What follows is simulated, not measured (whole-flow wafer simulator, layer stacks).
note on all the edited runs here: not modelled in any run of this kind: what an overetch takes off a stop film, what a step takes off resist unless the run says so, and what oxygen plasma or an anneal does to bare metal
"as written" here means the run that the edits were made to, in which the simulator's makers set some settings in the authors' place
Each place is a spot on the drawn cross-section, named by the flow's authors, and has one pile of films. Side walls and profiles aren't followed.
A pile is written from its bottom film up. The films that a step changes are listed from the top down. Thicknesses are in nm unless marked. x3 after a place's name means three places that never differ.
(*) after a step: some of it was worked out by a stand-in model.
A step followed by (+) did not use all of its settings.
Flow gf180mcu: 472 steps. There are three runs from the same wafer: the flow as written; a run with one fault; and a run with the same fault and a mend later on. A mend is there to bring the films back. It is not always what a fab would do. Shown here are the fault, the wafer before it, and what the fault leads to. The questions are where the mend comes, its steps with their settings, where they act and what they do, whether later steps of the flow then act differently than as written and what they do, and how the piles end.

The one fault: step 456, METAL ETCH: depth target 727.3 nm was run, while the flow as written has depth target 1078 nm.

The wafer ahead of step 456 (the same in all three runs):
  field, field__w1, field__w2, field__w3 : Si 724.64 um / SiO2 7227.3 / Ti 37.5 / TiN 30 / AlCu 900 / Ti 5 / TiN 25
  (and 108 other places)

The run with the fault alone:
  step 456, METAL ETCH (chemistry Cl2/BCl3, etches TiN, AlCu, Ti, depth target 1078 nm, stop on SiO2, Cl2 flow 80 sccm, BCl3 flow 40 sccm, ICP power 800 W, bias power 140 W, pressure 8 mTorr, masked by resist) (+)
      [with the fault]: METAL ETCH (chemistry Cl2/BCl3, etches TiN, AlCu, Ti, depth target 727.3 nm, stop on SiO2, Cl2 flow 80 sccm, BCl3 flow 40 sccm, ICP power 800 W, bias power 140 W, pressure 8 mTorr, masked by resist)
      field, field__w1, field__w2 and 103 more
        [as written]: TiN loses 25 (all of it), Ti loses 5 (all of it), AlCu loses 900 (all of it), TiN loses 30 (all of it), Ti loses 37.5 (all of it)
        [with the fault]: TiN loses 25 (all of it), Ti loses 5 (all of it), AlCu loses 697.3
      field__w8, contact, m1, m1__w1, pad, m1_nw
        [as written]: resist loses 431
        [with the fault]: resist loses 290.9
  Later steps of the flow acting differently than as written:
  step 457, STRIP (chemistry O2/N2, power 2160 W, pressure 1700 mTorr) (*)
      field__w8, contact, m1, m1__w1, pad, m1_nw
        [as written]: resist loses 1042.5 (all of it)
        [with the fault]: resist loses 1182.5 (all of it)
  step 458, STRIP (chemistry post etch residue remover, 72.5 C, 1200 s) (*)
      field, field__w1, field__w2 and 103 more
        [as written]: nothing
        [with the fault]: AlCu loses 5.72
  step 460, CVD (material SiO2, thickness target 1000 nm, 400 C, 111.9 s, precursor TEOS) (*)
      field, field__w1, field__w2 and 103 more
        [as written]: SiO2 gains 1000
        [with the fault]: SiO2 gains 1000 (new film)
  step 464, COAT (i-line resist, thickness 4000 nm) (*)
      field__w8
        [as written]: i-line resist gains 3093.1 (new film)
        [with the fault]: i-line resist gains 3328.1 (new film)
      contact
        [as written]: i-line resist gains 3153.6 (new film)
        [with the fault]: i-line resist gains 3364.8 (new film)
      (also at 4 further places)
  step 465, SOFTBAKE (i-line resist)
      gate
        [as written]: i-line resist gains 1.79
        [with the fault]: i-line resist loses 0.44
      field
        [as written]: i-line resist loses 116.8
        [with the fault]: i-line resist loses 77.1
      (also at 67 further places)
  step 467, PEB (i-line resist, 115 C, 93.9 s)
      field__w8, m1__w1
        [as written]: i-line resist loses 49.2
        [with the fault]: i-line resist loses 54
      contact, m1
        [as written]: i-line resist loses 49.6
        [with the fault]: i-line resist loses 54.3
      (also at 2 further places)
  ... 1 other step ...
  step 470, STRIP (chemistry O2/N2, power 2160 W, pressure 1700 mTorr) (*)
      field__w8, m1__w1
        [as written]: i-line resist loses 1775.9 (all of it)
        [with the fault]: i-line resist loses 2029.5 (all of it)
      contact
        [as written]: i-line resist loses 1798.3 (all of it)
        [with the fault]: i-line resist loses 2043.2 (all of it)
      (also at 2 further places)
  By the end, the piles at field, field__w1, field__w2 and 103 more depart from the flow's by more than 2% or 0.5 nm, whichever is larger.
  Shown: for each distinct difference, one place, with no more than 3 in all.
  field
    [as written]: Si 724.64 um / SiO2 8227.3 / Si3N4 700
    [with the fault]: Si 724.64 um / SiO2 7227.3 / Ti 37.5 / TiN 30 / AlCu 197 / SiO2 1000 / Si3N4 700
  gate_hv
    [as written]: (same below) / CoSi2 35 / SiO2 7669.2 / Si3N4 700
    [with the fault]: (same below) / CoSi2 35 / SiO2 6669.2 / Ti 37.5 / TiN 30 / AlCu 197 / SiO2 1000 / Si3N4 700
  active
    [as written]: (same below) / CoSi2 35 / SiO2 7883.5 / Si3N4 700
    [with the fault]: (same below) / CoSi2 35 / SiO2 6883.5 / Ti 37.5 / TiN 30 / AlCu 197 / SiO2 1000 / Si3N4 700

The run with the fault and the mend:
  The mend stands after step 456.
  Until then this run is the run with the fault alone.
  step 456a, METAL ETCH (chemistry Cl2/BCl3, etches TiN, AlCu, Ti, depth target 350.2 nm, stop on SiO2, Cl2 flow 80 sccm, BCl3 flow 40 sccm, ICP power 800 W, bias power 140 W, pressure 8 mTorr, masked by resist) (+) (the flow's step 456 again, with other settings)
      field, field__w1, field__w2 and 103 more
        AlCu loses 202.7 (all of it), TiN loses 30 (all of it), Ti loses 37.5 (all of it)
      field__w8, contact, m1, m1__w1, pad, m1_nw
        resist loses 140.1
  None of the later steps of the flow acts differently than as written at any place that is followed.
  At every place that both follow, the piles at the end match the flow's.
